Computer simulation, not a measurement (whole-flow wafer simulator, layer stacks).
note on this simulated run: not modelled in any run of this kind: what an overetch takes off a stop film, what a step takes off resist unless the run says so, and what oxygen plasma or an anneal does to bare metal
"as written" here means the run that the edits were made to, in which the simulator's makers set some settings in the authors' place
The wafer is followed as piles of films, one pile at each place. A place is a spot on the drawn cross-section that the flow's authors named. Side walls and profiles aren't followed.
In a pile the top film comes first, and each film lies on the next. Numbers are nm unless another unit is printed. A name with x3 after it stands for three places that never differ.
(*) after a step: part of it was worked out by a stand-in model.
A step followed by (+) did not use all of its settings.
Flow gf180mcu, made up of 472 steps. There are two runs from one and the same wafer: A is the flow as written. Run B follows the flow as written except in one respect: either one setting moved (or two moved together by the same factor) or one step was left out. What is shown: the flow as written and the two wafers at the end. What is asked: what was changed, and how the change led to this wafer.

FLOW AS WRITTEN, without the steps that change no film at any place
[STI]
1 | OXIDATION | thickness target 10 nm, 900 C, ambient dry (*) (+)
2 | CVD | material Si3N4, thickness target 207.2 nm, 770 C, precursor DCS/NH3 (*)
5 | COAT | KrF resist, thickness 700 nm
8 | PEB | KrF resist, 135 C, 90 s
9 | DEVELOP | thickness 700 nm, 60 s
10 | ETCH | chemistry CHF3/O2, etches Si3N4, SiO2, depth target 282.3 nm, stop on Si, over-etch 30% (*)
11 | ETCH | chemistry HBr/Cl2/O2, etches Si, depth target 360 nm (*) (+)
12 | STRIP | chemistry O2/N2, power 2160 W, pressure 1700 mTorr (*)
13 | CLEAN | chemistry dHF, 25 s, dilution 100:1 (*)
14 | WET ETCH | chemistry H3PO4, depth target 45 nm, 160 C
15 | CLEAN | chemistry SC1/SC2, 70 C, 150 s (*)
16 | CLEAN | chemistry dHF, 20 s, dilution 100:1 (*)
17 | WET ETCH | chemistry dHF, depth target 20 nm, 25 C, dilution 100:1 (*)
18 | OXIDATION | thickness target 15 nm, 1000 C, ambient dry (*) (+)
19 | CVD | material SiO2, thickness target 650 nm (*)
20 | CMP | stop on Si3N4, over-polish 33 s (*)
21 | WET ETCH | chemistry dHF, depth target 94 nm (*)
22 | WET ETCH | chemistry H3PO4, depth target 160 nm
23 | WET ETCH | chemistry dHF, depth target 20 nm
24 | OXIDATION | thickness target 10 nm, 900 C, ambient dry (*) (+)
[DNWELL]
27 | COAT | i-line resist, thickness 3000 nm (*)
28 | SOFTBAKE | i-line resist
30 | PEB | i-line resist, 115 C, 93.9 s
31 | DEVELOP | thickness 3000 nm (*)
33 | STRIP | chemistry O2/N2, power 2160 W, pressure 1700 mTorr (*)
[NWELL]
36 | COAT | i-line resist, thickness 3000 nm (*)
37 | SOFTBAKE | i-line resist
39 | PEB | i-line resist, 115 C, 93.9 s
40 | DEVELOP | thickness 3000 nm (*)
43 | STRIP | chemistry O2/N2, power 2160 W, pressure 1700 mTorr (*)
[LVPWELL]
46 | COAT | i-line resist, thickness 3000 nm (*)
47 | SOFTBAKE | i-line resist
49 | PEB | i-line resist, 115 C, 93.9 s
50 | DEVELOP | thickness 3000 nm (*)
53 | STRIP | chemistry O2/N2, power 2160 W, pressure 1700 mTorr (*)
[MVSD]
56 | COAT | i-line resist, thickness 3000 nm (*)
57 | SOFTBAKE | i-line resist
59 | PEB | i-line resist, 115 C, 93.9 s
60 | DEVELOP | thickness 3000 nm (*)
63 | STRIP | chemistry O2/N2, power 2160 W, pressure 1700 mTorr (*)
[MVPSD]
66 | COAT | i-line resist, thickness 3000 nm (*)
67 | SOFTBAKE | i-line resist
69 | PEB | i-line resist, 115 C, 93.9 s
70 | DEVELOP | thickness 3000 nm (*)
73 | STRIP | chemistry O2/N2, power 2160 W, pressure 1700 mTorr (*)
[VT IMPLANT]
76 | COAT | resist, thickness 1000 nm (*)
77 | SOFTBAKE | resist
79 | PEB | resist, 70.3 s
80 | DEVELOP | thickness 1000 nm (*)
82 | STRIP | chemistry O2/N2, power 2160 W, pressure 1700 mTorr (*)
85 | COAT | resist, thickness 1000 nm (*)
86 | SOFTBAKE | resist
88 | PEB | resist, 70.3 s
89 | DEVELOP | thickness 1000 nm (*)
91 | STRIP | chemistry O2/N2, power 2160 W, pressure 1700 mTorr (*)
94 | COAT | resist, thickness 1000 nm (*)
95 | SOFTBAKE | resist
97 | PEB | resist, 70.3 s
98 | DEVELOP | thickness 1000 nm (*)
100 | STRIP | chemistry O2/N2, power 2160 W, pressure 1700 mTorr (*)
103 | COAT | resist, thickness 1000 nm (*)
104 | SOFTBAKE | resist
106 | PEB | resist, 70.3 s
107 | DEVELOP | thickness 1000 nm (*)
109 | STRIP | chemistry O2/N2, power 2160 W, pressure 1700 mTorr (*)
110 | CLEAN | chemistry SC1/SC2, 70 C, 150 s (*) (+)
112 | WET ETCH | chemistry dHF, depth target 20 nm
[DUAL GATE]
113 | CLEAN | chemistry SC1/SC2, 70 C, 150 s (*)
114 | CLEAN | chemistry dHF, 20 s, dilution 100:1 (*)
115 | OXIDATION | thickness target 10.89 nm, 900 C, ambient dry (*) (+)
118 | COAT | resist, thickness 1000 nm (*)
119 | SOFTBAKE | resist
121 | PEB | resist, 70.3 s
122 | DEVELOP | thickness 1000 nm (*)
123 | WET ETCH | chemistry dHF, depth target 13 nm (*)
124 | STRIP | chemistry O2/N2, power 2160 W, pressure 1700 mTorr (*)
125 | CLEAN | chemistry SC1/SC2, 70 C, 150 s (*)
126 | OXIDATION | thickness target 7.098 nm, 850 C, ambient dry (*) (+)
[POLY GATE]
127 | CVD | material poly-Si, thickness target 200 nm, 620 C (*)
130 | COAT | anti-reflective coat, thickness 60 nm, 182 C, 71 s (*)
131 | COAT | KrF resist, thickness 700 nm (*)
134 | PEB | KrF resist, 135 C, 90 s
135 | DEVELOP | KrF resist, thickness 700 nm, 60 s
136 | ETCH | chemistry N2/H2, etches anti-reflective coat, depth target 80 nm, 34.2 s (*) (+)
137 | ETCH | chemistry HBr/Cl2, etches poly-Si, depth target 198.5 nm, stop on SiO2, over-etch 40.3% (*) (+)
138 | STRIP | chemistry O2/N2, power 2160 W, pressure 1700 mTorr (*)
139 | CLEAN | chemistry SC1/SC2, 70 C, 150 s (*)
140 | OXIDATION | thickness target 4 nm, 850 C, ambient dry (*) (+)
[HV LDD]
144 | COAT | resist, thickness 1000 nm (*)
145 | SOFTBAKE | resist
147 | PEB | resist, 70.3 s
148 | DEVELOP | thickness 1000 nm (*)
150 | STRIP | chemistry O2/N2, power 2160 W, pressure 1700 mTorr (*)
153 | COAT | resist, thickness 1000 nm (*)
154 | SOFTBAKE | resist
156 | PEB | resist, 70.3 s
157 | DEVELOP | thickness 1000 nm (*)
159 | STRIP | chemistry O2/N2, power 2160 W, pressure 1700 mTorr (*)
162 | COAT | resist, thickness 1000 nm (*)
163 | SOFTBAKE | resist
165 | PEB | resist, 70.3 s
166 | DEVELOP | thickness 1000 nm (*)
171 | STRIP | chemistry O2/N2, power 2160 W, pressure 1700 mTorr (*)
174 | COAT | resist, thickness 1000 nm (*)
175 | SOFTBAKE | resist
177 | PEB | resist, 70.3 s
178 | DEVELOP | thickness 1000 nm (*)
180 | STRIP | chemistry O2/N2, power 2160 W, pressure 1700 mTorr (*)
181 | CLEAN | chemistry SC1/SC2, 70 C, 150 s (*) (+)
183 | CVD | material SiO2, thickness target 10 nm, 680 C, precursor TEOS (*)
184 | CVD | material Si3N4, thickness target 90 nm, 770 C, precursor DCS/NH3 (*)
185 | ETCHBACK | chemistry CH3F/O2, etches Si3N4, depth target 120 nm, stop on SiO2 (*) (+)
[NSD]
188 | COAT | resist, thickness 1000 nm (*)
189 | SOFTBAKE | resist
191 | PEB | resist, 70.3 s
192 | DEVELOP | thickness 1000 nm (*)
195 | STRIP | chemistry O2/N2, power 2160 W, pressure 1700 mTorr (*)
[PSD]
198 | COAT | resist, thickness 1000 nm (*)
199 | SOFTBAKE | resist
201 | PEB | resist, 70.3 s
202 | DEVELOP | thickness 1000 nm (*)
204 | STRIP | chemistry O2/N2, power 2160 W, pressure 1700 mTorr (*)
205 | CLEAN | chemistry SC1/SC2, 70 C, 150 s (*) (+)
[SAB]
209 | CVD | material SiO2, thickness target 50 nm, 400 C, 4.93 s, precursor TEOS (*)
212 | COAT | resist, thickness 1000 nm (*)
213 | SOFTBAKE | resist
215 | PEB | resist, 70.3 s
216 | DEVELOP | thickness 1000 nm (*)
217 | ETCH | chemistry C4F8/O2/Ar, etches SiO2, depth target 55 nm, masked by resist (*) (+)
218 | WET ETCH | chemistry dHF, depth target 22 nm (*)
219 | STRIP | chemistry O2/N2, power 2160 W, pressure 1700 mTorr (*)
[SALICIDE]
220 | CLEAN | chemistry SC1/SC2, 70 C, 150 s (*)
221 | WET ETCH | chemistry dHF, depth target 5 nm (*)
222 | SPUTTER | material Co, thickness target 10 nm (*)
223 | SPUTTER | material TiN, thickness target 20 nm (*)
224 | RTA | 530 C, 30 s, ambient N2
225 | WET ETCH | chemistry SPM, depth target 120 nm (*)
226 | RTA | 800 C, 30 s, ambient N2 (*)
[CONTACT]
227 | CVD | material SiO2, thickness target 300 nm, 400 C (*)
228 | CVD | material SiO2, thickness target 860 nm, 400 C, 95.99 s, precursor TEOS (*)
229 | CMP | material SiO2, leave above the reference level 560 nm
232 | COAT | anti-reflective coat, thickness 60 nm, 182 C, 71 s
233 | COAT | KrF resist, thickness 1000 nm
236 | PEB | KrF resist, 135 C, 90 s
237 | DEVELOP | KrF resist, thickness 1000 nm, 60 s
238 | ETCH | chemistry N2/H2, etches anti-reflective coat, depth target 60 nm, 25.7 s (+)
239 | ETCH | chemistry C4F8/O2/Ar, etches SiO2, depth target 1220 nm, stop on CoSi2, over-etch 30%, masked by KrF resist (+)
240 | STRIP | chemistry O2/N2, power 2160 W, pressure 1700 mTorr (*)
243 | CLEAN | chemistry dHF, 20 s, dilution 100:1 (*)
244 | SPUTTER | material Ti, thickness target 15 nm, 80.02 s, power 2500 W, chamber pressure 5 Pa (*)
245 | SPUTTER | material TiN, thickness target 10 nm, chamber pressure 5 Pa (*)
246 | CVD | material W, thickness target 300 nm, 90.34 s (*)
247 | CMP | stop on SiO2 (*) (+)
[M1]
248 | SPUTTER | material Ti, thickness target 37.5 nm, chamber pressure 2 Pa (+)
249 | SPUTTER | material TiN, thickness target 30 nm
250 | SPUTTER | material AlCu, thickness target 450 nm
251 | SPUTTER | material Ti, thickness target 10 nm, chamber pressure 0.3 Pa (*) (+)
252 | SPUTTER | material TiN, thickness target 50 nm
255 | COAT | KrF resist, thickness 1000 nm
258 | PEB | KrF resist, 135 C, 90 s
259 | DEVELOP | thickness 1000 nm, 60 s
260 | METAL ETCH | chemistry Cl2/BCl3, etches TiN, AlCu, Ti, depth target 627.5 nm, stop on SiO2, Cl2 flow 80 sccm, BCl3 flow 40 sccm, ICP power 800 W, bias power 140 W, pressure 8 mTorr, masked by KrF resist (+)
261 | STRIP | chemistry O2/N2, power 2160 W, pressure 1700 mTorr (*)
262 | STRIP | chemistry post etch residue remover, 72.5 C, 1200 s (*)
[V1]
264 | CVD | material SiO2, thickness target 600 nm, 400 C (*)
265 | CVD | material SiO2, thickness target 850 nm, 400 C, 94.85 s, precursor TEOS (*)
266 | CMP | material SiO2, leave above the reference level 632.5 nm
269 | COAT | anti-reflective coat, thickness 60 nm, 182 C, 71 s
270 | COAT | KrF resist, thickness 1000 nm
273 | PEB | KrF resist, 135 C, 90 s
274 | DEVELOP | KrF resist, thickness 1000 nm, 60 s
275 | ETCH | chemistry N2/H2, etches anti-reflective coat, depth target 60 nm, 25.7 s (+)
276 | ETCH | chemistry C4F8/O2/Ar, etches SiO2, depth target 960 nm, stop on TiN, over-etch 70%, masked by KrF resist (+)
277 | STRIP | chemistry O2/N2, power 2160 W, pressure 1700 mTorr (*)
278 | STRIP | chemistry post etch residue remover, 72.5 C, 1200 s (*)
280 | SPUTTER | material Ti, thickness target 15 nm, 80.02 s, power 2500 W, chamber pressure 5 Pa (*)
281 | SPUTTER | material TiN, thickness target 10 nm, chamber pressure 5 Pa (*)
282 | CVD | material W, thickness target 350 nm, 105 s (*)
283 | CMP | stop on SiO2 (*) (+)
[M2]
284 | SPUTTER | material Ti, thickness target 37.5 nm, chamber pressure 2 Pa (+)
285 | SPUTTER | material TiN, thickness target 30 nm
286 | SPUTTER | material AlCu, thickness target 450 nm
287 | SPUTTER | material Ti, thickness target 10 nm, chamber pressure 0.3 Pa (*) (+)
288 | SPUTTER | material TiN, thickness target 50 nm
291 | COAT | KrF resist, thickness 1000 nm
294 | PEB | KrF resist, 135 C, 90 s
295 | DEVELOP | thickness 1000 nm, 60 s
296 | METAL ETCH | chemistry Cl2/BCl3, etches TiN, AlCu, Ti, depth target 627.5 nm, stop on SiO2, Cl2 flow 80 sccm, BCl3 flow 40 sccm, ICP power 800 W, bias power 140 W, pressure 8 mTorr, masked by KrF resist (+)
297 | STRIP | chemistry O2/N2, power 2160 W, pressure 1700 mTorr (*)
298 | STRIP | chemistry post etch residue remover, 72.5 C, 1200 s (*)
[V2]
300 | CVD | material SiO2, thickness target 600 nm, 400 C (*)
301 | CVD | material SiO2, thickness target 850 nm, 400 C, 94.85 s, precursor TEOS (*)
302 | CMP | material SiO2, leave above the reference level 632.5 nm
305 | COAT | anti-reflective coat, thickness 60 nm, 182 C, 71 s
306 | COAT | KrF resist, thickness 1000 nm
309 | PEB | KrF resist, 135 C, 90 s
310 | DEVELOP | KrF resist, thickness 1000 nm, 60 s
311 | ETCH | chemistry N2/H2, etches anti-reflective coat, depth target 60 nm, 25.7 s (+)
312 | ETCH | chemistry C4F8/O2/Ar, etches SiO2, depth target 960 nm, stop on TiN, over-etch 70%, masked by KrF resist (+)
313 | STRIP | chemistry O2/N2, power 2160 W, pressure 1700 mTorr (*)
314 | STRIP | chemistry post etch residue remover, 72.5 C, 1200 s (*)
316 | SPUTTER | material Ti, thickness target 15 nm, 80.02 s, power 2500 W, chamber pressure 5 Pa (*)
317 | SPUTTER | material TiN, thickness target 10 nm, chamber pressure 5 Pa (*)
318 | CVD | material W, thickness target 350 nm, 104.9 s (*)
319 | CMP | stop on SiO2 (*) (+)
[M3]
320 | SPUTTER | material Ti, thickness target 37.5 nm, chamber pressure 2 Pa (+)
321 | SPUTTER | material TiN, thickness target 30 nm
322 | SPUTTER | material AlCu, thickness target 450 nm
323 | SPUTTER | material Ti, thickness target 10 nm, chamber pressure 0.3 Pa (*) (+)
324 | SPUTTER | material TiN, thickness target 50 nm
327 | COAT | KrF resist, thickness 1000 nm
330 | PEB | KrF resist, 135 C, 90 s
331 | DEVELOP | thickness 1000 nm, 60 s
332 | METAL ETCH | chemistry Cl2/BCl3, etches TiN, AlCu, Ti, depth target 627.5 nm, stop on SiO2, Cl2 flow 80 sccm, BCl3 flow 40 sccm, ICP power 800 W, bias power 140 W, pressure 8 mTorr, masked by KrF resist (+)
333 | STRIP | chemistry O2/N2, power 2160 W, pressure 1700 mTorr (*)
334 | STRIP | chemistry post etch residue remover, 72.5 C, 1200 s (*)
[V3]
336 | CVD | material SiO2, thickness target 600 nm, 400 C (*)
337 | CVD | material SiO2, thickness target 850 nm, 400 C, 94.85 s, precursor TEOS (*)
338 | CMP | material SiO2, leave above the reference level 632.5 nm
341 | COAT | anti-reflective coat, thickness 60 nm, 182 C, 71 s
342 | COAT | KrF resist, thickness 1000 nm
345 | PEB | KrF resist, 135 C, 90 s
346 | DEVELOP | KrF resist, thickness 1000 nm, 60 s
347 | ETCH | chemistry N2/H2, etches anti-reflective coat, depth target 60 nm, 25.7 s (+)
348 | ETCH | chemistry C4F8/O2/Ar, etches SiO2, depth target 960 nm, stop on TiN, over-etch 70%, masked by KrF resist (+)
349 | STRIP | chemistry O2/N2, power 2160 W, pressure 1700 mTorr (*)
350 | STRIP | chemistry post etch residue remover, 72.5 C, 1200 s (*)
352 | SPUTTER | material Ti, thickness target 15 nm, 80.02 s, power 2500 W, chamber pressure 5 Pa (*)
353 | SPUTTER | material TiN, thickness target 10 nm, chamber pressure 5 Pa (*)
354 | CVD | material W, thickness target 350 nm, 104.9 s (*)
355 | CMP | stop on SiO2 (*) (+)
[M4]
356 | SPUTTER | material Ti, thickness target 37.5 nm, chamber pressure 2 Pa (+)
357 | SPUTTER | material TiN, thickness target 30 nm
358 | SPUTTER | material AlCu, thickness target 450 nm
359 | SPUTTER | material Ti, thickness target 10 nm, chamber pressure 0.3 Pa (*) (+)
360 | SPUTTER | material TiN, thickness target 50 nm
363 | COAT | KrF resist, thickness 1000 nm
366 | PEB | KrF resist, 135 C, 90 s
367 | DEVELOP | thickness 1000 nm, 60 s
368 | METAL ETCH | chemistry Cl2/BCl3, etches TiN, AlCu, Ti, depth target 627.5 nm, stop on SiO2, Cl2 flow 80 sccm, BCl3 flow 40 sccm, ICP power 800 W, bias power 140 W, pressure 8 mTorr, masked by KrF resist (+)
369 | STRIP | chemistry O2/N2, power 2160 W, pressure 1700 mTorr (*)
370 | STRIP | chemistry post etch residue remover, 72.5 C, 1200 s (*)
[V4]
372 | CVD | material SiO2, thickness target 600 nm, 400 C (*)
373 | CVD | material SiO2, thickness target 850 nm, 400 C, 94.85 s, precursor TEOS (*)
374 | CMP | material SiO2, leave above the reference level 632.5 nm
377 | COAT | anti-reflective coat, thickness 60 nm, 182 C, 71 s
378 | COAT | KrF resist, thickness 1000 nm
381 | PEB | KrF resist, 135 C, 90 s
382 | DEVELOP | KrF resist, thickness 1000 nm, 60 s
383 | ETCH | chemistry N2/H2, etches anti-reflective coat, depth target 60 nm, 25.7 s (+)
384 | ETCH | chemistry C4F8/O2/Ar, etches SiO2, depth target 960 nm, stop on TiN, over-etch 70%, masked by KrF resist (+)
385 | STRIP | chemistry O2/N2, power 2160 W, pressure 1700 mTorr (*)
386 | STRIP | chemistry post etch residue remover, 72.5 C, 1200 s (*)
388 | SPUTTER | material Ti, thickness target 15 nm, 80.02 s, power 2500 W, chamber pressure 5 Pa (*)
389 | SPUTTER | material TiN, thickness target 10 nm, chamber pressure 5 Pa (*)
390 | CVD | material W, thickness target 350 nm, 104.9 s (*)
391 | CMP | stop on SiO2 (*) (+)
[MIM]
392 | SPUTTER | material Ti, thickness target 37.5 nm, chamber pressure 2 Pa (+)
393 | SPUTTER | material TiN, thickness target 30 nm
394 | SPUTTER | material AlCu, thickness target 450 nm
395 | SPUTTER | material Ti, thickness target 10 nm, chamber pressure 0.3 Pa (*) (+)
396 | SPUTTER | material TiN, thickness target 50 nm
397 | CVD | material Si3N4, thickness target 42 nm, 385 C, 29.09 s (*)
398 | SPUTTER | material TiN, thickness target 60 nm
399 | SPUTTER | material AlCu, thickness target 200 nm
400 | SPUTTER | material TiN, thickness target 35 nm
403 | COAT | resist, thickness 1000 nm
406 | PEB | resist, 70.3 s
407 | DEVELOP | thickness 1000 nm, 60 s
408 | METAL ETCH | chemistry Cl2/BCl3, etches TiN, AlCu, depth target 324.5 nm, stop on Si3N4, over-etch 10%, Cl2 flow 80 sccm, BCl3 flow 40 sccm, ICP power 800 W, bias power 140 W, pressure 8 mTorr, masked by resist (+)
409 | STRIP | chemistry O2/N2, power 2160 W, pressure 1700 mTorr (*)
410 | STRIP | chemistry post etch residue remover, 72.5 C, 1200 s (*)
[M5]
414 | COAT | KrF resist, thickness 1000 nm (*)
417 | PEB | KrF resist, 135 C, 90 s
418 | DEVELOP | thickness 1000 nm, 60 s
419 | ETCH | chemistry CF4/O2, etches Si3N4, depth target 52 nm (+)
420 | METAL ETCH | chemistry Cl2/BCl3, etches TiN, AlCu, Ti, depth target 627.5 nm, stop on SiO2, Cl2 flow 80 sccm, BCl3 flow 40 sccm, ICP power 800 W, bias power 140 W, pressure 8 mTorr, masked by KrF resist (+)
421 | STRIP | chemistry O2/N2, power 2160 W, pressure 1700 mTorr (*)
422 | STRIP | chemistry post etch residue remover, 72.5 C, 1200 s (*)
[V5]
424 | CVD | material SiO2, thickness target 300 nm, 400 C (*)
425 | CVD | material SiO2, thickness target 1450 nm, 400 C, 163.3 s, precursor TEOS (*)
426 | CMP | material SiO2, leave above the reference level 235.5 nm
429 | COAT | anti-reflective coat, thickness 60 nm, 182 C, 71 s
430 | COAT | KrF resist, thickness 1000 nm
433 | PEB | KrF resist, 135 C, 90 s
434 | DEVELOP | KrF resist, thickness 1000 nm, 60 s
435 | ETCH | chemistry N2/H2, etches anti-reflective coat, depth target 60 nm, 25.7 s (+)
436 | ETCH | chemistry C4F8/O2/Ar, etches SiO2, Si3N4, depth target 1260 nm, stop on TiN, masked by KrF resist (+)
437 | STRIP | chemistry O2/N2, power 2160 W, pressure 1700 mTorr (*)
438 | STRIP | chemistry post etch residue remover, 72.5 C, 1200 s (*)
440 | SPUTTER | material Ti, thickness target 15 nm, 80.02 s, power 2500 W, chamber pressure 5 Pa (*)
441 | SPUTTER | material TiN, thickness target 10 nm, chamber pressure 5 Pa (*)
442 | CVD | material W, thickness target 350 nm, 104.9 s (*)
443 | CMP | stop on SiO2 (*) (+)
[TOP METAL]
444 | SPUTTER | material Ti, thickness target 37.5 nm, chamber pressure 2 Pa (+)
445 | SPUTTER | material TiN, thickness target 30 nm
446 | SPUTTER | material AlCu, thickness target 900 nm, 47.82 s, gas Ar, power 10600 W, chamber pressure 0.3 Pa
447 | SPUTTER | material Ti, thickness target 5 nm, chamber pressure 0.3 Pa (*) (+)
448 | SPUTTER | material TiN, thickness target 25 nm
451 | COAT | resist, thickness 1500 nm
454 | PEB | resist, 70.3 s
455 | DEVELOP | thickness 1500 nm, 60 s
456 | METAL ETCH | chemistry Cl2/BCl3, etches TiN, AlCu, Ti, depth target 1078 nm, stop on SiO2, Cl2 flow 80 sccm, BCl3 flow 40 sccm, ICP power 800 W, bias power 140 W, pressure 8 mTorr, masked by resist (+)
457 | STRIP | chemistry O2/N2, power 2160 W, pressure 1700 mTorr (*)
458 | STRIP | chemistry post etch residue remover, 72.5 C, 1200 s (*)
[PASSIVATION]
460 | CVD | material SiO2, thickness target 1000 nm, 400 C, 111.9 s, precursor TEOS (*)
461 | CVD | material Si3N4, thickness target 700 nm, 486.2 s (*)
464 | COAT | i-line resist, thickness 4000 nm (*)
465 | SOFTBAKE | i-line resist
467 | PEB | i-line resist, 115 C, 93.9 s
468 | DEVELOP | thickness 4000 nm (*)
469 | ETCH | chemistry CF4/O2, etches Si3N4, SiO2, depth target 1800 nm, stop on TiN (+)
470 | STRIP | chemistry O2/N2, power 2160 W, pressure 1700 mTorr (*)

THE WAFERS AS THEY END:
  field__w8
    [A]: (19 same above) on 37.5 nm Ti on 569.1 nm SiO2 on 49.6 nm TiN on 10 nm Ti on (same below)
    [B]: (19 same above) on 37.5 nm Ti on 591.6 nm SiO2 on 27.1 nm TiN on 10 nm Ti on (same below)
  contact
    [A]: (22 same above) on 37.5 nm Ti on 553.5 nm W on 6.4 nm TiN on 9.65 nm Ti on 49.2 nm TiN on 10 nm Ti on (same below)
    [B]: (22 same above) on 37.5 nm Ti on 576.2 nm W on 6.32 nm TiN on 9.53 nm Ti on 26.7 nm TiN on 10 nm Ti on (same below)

The reason: step 324, SPUTTER: thickness target 27.5 nm was run, though the flow has thickness target 50 nm.

Step by step, how the change led to this:
  324 | SPUTTER | material TiN, thickness target 50 nm
      field, field__w1, field__w2 and 108 more: A TiN gains 50 (new film) | B TiN gains 27.5 (new film)
  332 | METAL ETCH | chemistry Cl2/BCl3, etches TiN, AlCu, Ti, depth target 627.5 nm, stop on SiO2, Cl2 flow 80 sccm, BCl3 flow 40 sccm, ICP power 800 W, bias power 140 W, pressure 8 mTorr, masked by KrF resist (+)
      field, field__w1, field__w2 and 103 more: A TiN loses 50 (all of it), Ti loses 10 (all of it), AlCu loses 450 (all of it), TiN loses 30 (all of it), Ti loses 37.5 (all of it) | B TiN loses 27.5 (all of it), Ti loses 10 (all of it), AlCu loses 450 (all of it), TiN loses 30 (all of it), Ti loses 37.5 (all of it)
  338 | CMP | material SiO2, leave above the reference level 632.5 nm
      field__w8, contact, m1, m1__w1, m1_nw: A SiO2 loses 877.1 | B SiO2 loses 854.6
  348 | ETCH | chemistry C4F8/O2/Ar, etches SiO2, depth target 960 nm, stop on TiN, over-etch 70%, masked by KrF resist (+)
      contact: A SiO2 loses 572.5 (all of it) | B SiO2 loses 595 (all of it)
  354 | CVD | material W, thickness target 350 nm, 104.9 s (*)
      contact: A W gains 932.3 (new film) | B W gains 955 (new film)
